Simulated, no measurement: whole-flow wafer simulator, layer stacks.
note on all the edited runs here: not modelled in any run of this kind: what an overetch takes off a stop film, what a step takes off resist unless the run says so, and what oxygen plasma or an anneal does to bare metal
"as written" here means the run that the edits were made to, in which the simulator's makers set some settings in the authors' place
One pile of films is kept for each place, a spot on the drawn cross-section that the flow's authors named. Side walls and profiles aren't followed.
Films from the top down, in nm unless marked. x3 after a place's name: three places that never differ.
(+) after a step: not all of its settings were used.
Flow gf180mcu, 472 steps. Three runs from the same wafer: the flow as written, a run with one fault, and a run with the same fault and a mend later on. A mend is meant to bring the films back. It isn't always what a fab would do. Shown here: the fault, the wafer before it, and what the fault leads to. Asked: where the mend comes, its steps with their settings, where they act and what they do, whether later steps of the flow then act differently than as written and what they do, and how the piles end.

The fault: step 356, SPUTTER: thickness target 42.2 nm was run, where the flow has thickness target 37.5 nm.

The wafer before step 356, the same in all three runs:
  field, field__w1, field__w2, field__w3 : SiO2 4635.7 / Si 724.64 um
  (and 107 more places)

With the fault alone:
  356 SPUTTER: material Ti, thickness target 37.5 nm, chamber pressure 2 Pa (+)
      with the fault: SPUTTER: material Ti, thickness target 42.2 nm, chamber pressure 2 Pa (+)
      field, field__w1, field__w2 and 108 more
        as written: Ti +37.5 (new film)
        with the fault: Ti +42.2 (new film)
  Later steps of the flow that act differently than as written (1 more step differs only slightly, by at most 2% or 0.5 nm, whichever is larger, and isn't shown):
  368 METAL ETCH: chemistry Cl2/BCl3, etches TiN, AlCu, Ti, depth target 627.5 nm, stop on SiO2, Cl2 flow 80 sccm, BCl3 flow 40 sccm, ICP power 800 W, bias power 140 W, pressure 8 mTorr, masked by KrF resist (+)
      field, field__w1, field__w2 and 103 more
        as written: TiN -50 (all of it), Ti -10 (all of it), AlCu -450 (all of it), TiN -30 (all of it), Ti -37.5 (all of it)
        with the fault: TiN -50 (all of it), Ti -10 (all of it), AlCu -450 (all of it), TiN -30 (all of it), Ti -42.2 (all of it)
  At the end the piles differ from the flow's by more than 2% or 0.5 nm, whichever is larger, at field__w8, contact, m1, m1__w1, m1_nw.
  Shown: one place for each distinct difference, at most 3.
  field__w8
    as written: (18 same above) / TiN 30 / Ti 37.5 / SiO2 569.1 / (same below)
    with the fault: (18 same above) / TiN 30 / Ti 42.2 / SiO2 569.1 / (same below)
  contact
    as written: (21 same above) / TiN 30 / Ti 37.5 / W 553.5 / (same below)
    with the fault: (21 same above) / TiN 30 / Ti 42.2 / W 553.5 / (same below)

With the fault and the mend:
  The mend comes after step 367.
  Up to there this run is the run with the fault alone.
  368 METAL ETCH: chemistry Cl2/BCl3, etches TiN, AlCu, Ti, depth target 632.2 nm, stop on SiO2, Cl2 flow 80 sccm, BCl3 flow 40 sccm, ICP power 800 W, bias power 140 W, pressure 8 mTorr, masked by KrF resist (+) (the flow's step 368, which as written has depth target 627.5 nm)
      field, field__w1, field__w2 and 103 more
        TiN -50 (all of it), Ti -10 (all of it), AlCu -450 (all of it), TiN -30 (all of it), Ti -42.2 (all of it)
      field__w8, contact, m1, m1__w1, m1_nw
        KrF resist -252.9
  No later step of the flow acts differently than as written, at any place that is followed, by more than 2% or 0.5 nm, whichever is larger.
  At the end the piles differ from the flow's by more than 2% or 0.5 nm, whichever is larger, at field__w8, contact, m1, m1__w1, m1_nw.
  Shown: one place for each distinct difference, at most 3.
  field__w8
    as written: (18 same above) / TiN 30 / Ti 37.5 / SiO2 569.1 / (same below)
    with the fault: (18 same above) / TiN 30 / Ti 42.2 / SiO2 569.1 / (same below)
    with the mend: (18 same above) / TiN 30 / Ti 42.2 / SiO2 569.1 / (same below)
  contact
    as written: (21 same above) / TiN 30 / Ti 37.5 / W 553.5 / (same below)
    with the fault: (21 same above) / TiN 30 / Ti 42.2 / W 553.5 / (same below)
    with the mend: (21 same above) / TiN 30 / Ti 42.2 / W 553.5 / (same below)
